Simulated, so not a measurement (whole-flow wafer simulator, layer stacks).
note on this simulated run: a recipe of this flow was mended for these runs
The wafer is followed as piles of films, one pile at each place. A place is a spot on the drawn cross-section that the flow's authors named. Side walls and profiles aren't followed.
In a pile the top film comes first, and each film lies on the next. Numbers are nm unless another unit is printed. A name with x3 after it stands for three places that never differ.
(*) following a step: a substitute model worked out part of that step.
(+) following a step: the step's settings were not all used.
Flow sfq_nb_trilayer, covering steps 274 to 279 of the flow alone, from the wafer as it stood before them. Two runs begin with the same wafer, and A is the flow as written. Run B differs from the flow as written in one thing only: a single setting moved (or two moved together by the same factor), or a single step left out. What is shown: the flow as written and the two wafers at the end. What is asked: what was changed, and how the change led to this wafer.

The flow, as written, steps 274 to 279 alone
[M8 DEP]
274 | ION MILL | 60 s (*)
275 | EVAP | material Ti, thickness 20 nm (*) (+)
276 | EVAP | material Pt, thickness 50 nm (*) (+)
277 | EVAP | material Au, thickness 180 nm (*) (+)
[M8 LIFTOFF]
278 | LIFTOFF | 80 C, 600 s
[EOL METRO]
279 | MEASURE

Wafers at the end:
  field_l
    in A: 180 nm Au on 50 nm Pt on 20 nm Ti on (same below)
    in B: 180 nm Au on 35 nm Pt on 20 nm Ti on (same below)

What caused this: step 276, EVAP: thickness 35 nm was run, though the flow has thickness 50 nm.
One can read it off the wafer: field_l has Pt 35, and step 276 as written asks for 50 nm.

How this came from the change, step by step:
  276 | EVAP | material Pt, thickness 50 nm (*) (+)
      field_l, v_sur x3, via_wl x2 and 100 more: A Pt gains 50 (new film) | B Pt gains 35 (new film)
  278 | LIFTOFF | 80 C, 600 s
      p4_fl x5, p4_w1 x9, p3_s0 x11 and 49 more: A Au loses 180 (all of it), Pt loses 50 (all of it), Ti loses 20 (all of it), KrF-resist-other-grade loses 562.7 (all of it), lift-off-underlayer loses 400 (all of it) | B Au loses 180 (all of it), Pt loses 35 (all of it), Ti loses 20 (all of it), KrF-resist-other-grade loses 562.7 (all of it), lift-off-underlayer loses 400 (all of it)
      r_sur, res, r_end: A Au loses 180 (all of it), Pt loses 50 (all of it), Ti loses 20 (all of it), KrF-resist-other-grade loses 559.9 (all of it), lift-off-underlayer loses 399.5 (all of it) | B Au loses 180 (all of it), Pt loses 35 (all of it), Ti loses 20 (all of it), KrF-resist-other-grade loses 559.9 (all of it), lift-off-underlayer loses 399.5 (all of it)
      (as well as at 18 more places)
